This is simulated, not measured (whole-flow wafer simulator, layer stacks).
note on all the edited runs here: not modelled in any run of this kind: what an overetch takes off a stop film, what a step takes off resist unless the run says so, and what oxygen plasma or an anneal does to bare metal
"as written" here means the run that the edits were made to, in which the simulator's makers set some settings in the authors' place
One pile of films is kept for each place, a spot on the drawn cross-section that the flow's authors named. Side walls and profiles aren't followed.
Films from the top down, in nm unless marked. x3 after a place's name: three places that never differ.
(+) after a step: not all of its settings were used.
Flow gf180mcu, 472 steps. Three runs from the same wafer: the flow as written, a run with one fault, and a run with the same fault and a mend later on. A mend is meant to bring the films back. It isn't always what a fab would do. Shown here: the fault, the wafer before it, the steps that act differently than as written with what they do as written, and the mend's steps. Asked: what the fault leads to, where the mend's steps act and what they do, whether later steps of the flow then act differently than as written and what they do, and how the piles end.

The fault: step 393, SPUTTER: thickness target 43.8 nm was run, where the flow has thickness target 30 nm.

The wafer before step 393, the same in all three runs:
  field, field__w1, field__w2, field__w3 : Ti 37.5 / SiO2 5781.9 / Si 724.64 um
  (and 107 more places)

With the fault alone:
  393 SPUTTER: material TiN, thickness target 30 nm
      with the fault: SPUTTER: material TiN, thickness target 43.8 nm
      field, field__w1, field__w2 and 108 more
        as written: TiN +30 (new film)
        with the fault: TiN +43.8 (new film)
  Later steps of the flow that act differently than as written (1 more step differs only slightly, by at most 2% or 0.5 nm, whichever is larger, and isn't shown):
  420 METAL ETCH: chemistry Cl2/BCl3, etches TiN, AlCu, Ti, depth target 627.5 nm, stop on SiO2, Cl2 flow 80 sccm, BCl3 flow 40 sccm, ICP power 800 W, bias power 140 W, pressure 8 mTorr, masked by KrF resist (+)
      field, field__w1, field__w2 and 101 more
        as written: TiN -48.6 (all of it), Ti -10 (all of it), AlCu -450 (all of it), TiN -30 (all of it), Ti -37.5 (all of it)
        with the fault: TiN -48.6 (all of it), Ti -10 (all of it), AlCu -450 (all of it), TiN -43.8 (all of it), Ti -37.5 (all of it)
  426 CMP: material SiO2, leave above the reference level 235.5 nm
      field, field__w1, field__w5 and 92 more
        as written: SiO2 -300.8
        with the fault: SiO2 -287
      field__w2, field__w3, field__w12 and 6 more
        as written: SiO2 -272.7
        with the fault: SiO2 -258.2
  At the end the piles differ from the flow's by more than 2% or 0.5 nm, whichever is larger, at field__w4, field__w8, contact, m1, m1__w1, mim, mim_1p0, m1_nw.
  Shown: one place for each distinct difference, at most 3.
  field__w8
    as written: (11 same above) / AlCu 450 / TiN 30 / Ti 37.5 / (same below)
    with the fault: (11 same above) / AlCu 450 / TiN 43.8 / Ti 37.5 / (same below)
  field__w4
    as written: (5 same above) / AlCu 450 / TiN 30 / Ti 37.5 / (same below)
    with the fault: (5 same above) / AlCu 450 / TiN 43.8 / Ti 37.5 / (same below)
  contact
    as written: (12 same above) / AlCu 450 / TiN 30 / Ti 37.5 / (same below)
    with the fault: (12 same above) / AlCu 450 / TiN 43.8 / Ti 37.5 / (same below)

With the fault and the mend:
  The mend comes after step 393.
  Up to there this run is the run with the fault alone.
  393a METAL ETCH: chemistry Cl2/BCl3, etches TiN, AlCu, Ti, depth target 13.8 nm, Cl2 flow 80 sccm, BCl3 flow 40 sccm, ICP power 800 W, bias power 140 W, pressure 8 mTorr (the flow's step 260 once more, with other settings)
      field, field__w1, field__w2 and 108 more
        TiN -13.8
  No later step of the flow acts differently than as written at any place that is followed.
  At the end the piles are the same as the flow's at every place that both follow.
